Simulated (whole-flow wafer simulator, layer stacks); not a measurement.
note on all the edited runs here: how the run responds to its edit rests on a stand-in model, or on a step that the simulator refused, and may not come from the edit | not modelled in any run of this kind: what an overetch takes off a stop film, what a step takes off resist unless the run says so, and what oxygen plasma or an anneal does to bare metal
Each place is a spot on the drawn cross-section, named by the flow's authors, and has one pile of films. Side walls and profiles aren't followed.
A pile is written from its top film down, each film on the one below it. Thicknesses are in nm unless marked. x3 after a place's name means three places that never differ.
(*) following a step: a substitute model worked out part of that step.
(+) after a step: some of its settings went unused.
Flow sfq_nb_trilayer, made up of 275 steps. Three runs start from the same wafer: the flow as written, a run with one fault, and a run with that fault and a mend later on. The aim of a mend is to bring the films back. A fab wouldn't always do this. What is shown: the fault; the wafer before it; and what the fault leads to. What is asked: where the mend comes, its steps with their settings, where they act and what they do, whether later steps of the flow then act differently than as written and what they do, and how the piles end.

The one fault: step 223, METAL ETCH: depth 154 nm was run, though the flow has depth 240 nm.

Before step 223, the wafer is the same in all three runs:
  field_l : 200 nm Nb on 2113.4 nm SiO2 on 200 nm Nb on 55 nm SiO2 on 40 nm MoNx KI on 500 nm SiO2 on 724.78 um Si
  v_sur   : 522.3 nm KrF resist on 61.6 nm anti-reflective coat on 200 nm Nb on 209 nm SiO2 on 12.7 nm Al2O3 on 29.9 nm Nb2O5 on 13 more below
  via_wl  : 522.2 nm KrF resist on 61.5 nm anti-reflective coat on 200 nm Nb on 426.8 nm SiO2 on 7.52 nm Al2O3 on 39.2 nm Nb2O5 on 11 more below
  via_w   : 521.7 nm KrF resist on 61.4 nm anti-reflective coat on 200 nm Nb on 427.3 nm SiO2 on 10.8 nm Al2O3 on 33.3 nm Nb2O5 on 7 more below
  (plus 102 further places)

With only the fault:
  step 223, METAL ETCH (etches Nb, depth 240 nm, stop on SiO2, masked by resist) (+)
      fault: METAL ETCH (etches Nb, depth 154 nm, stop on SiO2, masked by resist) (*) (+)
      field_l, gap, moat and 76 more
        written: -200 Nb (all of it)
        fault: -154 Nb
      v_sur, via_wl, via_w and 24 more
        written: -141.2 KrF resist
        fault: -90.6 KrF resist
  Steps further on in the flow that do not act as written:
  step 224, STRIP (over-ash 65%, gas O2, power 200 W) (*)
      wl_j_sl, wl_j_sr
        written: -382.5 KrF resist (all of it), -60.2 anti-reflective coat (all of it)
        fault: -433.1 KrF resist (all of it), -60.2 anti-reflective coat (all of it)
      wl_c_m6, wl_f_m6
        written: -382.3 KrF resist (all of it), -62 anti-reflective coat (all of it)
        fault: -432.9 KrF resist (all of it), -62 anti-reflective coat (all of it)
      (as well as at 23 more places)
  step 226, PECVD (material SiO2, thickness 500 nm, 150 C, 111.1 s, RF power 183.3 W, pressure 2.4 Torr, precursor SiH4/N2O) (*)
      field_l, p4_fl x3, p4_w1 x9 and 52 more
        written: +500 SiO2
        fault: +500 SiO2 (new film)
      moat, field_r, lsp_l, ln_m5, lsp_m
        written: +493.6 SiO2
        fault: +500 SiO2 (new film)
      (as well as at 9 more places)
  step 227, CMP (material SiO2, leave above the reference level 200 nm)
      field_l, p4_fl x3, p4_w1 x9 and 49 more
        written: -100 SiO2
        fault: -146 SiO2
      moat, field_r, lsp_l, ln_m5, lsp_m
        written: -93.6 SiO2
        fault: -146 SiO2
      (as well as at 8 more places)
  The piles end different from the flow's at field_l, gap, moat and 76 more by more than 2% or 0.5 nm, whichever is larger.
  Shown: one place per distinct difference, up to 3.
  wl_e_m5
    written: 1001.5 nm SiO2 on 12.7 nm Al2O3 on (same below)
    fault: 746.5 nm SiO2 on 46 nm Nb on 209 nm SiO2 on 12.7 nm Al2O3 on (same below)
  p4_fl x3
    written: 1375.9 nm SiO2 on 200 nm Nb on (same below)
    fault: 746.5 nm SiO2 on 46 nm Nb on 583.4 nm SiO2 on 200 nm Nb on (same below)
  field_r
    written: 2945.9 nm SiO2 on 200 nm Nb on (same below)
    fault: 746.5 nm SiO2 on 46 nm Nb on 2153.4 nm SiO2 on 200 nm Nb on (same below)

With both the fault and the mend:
  The mend follows step 223.
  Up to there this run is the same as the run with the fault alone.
  step 223a, METAL ETCH (etches Nb, depth 86 nm, stop on SiO2, masked by resist) (+) (the flow's step 223 again, with other settings)
      field_l, gap, moat and 76 more
        -46 Nb (all of it)
      v_sur, via_wl, via_w and 24 more
        -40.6 KrF resist
  Steps further on in the flow that do not act as written:
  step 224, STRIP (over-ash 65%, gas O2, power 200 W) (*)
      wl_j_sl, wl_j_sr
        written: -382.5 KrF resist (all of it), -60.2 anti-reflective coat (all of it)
        mend: -392.5 KrF resist (all of it), -60.2 anti-reflective coat (all of it)
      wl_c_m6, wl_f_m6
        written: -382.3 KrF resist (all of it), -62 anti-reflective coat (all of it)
        mend: -392.3 KrF resist (all of it), -62 anti-reflective coat (all of it)
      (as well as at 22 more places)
  The piles end the same as the flow's at every place that both follow.
